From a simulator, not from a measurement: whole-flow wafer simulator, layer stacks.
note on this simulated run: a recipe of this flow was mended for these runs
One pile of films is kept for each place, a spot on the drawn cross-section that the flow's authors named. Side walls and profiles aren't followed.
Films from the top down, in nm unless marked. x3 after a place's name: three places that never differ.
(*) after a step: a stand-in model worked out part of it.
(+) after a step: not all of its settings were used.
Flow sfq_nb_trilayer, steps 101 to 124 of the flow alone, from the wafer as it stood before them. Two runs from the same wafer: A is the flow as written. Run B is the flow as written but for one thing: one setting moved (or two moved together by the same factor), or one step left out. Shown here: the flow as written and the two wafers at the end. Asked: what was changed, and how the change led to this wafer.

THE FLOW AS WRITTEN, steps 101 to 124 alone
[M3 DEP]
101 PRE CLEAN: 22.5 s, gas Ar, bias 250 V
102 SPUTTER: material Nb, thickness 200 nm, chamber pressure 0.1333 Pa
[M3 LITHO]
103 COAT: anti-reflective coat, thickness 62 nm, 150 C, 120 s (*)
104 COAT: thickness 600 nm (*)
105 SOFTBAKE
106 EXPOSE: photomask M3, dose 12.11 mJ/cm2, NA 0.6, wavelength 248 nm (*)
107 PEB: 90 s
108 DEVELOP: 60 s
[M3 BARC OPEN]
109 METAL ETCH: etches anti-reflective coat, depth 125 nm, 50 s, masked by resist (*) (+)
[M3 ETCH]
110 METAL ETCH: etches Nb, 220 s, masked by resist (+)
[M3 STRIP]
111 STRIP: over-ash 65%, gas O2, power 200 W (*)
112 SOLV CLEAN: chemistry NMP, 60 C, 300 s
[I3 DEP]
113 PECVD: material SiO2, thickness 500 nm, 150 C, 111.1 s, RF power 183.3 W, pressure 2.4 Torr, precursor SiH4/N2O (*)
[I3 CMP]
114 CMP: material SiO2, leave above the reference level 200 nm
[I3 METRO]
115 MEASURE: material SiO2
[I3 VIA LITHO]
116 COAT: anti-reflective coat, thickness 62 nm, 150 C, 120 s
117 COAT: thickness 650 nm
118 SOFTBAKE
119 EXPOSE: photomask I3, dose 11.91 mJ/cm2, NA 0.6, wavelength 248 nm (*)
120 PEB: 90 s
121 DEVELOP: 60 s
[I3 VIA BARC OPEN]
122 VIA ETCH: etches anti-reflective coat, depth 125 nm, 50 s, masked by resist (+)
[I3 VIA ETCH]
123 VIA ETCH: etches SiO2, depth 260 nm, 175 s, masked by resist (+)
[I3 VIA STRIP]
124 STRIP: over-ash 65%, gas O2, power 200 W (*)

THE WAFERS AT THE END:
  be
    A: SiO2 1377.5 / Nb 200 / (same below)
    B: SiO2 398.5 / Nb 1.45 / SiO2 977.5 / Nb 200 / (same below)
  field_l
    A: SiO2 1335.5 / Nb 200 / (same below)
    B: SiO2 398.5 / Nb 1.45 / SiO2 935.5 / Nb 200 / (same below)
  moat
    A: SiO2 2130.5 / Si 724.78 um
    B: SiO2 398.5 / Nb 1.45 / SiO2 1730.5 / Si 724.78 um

The cause: step 110, METAL ETCH: 182 s was run, where the flow has 220 s.

How the change led to this, step by step:
  110 METAL ETCH: etches Nb, 220 s, masked by resist (+)
      field_l, be, be_sur and 72 more: A Nb -200 (all of it), SiO2 -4 | B Nb -198.5
      v_sur, via_wl, via_w and 28 more: A KrF-resist-other-grade -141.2 | B KrF-resist-other-grade -116.8
  111 STRIP: over-ash 65%, gas O2, power 200 W (*)
      p4_w1 x9, wl_j_sl x15: A KrF-resist-other-grade -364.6 (all of it), anti-reflective coat -62 (all of it) | B KrF-resist-other-grade -389 (all of it), anti-reflective coat -62 (all of it)
      v_sur: A KrF-resist-other-grade -361 (all of it), anti-reflective coat -46 (all of it) | B KrF-resist-other-grade -385.4 (all of it), anti-reflective coat -46 (all of it)
      (and at 6 more places)
  113 PECVD: material SiO2, thickness 500 nm, 150 C, 111.1 s, RF power 183.3 W, pressure 2.4 Torr, precursor SiH4/N2O (*)
      field_l, be, be_sur and 64 more: A SiO2 +500 | B SiO2 +500 (new film)
      p4_g1 x8: A SiO2 +561.1 | B SiO2 +555.6 (new film)
  114 CMP: material SiO2, leave above the reference level 200 nm
      field_l, be, be_sur and 64 more: A SiO2 -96 | B SiO2 -101.5
Counting metal films that touch as one body, be has 2 bodies (between them, from the top down: SiO2 977.5); the flow as written gives 1 body.
Counting metal films that touch as one body, field_l has 3 bodies (between them, from the top down: SiO2 935.5; SiO2 55); the flow as written gives 2 bodies (between them, from the top down: SiO2 55).
Counting metal films that touch as one body, moat has 1 body; the flow as written gives 0 bodies.
